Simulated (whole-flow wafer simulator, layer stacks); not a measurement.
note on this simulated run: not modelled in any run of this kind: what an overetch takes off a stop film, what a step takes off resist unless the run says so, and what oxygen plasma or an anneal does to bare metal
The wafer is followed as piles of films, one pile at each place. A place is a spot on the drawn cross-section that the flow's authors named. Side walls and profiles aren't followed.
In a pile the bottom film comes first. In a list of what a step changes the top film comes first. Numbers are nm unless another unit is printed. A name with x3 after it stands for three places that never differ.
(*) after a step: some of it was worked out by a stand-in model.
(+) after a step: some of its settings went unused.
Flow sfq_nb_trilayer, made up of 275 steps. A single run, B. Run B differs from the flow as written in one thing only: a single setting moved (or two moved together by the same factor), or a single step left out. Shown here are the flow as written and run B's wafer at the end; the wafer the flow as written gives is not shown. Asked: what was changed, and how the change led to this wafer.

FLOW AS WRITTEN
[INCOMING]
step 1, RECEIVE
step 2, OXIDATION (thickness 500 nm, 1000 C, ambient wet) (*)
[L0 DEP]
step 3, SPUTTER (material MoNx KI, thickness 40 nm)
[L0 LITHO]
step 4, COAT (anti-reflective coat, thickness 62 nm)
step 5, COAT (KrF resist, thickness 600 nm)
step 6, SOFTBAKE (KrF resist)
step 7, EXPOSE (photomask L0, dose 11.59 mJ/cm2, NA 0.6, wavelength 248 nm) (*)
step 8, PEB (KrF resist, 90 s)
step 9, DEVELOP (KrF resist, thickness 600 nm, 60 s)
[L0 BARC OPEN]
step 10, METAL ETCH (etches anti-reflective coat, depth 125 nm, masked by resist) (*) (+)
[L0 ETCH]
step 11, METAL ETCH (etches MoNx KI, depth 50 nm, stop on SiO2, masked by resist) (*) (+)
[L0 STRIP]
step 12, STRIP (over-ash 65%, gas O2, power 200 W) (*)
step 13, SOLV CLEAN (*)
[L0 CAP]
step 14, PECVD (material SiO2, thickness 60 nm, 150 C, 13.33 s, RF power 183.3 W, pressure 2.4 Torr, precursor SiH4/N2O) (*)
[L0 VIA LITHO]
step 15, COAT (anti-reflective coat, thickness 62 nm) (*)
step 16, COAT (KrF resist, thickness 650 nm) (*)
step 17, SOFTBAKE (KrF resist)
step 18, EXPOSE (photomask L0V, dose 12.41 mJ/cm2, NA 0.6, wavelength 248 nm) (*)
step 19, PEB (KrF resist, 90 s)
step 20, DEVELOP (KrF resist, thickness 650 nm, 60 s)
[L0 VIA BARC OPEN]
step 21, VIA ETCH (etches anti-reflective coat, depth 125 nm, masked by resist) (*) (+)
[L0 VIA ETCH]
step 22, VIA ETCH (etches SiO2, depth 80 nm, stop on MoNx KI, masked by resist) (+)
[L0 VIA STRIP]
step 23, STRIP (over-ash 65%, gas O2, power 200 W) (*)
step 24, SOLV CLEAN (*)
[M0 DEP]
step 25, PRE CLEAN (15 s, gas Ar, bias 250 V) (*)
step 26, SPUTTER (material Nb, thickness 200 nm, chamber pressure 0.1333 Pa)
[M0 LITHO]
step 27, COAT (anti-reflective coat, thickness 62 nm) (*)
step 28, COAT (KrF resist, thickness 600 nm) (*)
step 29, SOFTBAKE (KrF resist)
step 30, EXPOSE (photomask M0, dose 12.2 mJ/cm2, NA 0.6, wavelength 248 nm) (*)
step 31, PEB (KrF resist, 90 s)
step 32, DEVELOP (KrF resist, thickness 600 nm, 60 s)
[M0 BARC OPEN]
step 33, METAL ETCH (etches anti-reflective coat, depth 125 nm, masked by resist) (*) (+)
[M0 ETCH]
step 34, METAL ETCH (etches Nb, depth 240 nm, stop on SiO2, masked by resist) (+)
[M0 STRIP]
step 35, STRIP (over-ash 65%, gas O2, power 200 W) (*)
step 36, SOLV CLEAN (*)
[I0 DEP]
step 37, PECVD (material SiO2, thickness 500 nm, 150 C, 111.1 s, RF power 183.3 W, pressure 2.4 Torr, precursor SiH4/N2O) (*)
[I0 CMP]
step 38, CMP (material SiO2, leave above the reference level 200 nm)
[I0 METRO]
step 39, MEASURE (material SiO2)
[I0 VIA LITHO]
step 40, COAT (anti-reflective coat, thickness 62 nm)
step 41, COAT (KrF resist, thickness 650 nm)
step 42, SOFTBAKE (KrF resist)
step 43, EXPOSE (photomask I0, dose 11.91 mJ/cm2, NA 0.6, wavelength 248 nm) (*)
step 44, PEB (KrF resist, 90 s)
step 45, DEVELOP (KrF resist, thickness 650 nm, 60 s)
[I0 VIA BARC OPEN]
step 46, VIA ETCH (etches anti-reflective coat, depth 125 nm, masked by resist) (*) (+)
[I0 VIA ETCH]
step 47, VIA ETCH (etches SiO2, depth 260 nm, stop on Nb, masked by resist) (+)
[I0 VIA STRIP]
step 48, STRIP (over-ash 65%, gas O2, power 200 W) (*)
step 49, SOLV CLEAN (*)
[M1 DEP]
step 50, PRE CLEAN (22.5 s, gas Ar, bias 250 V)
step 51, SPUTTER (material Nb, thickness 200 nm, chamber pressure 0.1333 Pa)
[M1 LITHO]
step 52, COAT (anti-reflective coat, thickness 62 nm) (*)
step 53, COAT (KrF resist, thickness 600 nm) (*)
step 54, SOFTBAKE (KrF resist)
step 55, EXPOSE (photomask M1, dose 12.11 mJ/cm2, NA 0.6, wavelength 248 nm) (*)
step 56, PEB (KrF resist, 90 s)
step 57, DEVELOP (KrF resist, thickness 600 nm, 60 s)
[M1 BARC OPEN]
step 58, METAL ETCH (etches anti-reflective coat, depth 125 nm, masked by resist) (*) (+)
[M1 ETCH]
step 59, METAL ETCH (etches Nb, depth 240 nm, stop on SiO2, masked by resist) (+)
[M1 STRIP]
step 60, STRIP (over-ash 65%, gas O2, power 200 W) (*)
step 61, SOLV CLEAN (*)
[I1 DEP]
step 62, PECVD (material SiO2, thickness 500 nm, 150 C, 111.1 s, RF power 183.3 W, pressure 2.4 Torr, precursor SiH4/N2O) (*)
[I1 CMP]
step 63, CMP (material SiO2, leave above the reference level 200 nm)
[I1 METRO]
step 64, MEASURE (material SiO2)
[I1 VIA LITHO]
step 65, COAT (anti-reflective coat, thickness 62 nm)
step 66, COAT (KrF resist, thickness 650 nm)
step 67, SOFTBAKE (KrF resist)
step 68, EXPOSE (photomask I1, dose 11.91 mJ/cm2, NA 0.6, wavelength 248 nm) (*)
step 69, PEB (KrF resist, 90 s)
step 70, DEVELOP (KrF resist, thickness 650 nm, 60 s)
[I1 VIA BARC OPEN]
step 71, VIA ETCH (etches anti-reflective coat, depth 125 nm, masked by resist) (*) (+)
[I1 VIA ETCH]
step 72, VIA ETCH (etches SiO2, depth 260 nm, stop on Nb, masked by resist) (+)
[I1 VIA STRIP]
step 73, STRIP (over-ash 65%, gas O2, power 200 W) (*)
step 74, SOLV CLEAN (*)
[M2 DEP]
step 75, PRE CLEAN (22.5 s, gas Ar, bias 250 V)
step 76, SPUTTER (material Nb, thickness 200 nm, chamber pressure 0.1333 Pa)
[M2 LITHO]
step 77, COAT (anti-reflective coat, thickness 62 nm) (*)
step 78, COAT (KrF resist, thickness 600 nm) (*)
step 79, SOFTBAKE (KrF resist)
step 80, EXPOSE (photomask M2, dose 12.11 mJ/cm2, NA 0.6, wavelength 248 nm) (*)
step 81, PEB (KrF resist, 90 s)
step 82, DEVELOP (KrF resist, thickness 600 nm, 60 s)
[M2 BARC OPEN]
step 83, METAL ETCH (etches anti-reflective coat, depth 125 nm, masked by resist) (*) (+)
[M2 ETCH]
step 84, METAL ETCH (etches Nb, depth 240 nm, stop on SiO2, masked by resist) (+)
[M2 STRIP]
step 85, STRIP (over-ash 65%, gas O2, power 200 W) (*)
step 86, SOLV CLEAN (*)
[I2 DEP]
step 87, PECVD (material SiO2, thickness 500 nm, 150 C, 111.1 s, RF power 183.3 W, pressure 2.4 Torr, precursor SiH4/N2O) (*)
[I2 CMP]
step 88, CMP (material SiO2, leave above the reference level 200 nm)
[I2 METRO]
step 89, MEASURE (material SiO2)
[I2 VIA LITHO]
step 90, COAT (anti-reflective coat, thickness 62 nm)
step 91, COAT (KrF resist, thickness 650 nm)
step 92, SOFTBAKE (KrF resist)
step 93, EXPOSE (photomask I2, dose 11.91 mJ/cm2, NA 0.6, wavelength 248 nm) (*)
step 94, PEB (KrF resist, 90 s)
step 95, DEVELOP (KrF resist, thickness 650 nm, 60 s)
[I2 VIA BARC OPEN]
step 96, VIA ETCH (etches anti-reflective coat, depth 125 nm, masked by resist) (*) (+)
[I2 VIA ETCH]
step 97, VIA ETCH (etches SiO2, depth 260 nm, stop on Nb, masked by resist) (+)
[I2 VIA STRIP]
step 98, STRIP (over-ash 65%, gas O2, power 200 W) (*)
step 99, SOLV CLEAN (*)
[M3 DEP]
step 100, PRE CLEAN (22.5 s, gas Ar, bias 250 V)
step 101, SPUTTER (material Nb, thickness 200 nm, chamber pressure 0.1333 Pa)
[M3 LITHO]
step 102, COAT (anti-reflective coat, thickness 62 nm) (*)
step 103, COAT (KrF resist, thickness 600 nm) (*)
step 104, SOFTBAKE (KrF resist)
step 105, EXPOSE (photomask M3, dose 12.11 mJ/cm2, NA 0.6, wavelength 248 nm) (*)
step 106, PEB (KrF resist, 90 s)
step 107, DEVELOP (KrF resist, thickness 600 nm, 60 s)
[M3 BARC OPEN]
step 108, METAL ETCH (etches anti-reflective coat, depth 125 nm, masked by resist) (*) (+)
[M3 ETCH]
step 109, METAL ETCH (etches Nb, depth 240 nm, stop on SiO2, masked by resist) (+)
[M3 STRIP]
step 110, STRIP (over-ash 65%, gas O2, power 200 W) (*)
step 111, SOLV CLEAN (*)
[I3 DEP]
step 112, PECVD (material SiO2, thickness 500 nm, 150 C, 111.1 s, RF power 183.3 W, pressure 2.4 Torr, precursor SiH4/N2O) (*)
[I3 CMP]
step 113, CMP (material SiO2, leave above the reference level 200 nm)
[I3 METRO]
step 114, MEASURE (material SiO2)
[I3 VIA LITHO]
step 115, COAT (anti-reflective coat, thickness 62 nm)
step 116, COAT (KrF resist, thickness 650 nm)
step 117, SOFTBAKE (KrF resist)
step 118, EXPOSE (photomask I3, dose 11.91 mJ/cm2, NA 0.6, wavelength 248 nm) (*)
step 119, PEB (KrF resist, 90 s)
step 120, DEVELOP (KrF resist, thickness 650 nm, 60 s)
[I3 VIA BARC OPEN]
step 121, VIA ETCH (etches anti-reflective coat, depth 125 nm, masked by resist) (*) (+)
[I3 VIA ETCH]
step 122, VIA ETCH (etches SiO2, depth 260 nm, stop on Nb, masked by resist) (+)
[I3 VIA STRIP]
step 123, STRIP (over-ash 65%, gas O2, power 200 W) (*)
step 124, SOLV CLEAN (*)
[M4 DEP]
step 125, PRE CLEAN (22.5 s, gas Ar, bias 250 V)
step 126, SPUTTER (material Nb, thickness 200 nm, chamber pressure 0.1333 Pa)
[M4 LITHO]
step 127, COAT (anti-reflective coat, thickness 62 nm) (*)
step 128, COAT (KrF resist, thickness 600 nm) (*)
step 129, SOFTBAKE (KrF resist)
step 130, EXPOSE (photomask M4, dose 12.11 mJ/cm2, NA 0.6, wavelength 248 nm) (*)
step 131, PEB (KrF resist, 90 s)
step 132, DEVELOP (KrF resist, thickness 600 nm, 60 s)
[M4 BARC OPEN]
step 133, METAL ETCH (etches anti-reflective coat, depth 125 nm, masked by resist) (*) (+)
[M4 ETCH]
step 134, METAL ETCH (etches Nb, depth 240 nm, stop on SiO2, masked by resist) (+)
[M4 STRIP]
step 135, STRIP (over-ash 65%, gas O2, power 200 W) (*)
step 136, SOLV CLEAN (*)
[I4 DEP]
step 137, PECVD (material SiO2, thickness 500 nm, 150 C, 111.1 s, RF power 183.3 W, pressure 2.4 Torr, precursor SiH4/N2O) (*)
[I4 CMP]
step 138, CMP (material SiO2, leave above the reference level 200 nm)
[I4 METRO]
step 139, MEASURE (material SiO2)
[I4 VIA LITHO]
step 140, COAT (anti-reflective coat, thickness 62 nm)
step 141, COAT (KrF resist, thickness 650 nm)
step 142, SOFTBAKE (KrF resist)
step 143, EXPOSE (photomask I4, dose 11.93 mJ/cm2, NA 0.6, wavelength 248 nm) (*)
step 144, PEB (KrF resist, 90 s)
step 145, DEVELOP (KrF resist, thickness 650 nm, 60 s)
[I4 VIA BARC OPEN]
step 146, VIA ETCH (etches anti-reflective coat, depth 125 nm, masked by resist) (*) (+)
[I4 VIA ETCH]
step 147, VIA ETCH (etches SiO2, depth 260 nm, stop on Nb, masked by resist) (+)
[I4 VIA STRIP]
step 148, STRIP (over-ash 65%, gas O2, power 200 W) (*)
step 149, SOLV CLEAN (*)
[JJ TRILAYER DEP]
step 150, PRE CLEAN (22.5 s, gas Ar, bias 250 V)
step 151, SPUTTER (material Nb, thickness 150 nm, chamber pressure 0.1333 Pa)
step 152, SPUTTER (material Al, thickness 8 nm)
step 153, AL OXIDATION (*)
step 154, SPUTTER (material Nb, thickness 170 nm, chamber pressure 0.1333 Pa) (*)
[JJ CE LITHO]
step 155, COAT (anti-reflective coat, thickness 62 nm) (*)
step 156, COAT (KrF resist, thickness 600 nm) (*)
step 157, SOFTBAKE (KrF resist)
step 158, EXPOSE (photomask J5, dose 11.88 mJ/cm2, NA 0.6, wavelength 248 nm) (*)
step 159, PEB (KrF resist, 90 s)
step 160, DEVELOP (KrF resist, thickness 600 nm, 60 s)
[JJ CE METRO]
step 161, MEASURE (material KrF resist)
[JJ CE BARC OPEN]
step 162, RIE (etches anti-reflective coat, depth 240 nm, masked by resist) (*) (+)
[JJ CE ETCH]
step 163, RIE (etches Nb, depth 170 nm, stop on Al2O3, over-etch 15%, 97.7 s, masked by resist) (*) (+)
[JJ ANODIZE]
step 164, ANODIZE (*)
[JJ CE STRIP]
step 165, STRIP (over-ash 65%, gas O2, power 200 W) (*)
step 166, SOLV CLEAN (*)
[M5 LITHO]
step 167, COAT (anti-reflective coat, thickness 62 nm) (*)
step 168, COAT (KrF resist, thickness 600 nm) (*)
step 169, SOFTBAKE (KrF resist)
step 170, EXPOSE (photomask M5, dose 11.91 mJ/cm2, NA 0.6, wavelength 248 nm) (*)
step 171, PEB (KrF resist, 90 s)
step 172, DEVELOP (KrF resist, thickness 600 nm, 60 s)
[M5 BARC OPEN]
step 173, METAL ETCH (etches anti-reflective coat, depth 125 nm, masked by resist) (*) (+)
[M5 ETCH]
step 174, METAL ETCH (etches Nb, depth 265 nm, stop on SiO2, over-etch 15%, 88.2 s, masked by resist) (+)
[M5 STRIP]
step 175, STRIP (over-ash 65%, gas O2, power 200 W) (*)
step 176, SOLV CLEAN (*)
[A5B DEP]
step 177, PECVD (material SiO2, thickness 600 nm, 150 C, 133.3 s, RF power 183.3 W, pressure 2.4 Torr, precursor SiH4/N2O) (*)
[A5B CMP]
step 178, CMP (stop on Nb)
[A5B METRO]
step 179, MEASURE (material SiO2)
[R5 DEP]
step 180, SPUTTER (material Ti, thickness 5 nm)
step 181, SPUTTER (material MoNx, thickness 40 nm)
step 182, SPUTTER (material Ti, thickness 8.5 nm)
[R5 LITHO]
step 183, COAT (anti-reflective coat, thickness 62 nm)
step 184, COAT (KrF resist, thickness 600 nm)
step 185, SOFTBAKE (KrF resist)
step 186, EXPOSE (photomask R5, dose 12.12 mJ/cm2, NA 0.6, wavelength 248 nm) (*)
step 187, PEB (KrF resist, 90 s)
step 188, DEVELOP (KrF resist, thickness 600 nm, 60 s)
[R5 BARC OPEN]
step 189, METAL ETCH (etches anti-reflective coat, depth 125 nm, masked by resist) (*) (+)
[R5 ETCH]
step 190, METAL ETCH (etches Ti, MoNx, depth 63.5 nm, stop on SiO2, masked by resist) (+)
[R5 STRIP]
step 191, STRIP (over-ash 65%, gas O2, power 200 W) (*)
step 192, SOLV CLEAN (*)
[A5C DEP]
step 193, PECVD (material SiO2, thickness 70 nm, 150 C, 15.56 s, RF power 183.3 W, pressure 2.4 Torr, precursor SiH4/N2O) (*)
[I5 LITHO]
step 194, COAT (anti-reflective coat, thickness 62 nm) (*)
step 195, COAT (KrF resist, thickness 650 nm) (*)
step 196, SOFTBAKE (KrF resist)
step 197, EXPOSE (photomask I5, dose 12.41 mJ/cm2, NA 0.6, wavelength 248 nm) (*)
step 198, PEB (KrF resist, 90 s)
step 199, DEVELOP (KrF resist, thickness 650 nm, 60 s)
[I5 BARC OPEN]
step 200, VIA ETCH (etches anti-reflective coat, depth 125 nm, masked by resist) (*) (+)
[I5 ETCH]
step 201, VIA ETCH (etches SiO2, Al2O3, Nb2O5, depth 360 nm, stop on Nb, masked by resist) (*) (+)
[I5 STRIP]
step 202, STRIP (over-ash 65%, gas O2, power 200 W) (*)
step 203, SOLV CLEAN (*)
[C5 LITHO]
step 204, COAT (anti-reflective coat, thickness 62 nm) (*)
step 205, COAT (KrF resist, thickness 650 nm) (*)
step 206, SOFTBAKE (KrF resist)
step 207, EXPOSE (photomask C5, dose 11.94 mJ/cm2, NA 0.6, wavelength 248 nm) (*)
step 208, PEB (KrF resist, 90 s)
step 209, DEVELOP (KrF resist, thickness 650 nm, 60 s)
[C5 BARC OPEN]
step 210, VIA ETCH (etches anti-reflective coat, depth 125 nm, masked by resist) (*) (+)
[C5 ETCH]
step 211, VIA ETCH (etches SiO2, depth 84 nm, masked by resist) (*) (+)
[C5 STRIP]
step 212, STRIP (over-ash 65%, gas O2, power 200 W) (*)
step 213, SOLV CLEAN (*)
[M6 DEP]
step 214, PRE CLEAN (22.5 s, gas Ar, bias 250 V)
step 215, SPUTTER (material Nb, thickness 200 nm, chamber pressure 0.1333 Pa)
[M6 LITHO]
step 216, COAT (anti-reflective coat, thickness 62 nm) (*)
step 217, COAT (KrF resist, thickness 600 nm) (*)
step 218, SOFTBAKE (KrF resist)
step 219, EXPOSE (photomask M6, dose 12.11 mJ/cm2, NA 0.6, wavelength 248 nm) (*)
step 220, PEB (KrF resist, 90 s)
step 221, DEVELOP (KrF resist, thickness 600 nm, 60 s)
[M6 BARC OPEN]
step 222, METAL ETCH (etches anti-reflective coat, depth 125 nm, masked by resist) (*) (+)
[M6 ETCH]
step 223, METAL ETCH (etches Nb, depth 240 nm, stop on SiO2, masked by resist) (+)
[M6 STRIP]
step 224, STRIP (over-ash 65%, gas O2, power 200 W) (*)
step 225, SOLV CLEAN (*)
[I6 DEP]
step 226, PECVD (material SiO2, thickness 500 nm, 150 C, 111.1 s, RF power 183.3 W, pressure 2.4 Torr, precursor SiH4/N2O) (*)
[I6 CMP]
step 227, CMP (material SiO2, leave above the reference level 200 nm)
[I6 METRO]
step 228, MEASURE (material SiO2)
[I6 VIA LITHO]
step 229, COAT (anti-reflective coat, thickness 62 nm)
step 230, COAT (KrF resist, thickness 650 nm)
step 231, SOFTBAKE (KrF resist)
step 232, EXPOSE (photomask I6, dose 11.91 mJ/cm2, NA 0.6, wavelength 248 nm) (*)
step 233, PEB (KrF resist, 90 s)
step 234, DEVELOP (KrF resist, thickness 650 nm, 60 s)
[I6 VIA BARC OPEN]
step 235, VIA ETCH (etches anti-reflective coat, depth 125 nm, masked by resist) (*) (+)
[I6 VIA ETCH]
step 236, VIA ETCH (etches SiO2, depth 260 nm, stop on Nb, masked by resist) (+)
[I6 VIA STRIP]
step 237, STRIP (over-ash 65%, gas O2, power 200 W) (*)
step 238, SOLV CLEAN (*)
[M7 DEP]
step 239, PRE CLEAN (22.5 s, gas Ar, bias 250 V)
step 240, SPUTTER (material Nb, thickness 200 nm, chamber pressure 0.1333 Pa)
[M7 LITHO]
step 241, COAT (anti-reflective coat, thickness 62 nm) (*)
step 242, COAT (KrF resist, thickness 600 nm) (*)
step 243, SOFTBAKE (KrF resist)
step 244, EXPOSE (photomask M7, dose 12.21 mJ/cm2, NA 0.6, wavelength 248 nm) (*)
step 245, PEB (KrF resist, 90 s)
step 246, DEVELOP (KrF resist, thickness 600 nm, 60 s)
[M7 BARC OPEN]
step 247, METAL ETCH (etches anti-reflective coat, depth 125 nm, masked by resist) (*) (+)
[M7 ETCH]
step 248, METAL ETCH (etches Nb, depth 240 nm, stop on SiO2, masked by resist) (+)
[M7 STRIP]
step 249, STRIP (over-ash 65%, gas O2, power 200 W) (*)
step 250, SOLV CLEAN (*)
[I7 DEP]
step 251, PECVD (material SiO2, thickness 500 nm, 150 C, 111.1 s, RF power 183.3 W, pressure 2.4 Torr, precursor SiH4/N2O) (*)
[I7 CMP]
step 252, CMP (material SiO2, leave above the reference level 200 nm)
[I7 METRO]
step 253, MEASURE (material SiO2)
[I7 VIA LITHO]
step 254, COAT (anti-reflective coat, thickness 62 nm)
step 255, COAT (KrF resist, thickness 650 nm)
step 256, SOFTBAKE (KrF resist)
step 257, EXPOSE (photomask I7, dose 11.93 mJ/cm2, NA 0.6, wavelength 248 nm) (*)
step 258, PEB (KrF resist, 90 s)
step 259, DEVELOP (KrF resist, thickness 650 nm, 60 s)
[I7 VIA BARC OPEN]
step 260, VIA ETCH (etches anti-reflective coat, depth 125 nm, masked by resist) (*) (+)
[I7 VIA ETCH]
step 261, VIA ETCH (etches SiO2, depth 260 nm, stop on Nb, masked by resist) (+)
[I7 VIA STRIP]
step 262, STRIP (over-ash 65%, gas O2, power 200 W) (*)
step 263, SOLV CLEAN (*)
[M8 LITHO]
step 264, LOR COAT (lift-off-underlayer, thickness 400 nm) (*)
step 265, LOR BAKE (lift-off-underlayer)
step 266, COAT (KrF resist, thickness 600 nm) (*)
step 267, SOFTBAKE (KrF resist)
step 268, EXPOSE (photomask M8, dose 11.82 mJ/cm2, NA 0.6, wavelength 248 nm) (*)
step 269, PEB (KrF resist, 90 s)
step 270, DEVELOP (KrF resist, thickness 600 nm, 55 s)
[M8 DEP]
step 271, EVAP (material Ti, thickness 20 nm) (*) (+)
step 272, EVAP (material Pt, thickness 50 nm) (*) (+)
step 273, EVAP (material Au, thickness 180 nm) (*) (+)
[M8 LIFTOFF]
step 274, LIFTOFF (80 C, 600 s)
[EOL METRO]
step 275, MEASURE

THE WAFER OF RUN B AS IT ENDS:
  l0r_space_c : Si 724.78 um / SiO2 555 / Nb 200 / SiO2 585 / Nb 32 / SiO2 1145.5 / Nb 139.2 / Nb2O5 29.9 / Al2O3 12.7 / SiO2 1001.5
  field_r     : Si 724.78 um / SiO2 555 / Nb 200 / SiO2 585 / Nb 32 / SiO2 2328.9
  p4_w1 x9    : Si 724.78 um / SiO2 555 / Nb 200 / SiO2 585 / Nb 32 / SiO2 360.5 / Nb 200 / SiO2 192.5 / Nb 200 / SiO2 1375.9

The reason: step 84, METAL ETCH: depth 168 nm was run, though the flow has depth 240 nm.

The path from the change to this, step by step:
  step 84, METAL ETCH (etches Nb, depth 240 nm, stop on SiO2, masked by resist) (+)
      field_l, be, be_sur and 81 more: Nb loses 168 (in the flow as written it would be: Nb loses 200 (all of it))
      v_sur, via_wl, via_w and 19 more: KrF resist loses 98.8 (in the flow as written it would be: KrF resist loses 141.2)
  step 85, STRIP (over-ash 65%, gas O2, power 200 W) (*)
      wl_j_sl, wl_jj, wl_j_sr and 12 more: KrF resist loses 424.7 (all of it), anti-reflective coat loses 62 (all of it) (in the flow as written it would be: KrF resist loses 382.4 (all of it), anti-reflective coat loses 62 (all of it))
      v_sur: KrF resist loses 422.4 (all of it), anti-reflective coat loses 61.4 (all of it) (in the flow as written it would be: KrF resist loses 380 (all of it), anti-reflective coat loses 61.4 (all of it))
      (also at 6 further places)
  step 87, PECVD (material SiO2, thickness 500 nm, 150 C, 111.1 s, RF power 183.3 W, pressure 2.4 Torr, precursor SiH4/N2O) (*)
      field_l, be, be_sur and 81 more: SiO2 gains 500 (new film) (in the flow as written it would be: SiO2 gains 500)
  step 88, CMP (material SiO2, leave above the reference level 200 nm)
      field_l, be, be_sur and 81 more: SiO2 loses 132 (in the flow as written it would be: SiO2 loses 100)
With metal films that touch counted as one body, l0r_space_c has 3 bodies (between them, from the top down: SiO2 1145.5; SiO2 585); the flow as written gives 2 bodies (between them, from the top down: SiO2 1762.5).
With metal films that touch counted as one body, field_r has 2 bodies (between them, from the top down: SiO2 585); the flow as written gives 1 body.
With metal films that touch counted as one body, p4_w1 x9 has 4 bodies (between them, from the top down: SiO2 192.5; SiO2 360.5; SiO2 585); the flow as written gives 3 bodies (between them, from the top down: SiO2 192.5; SiO2 977.5).
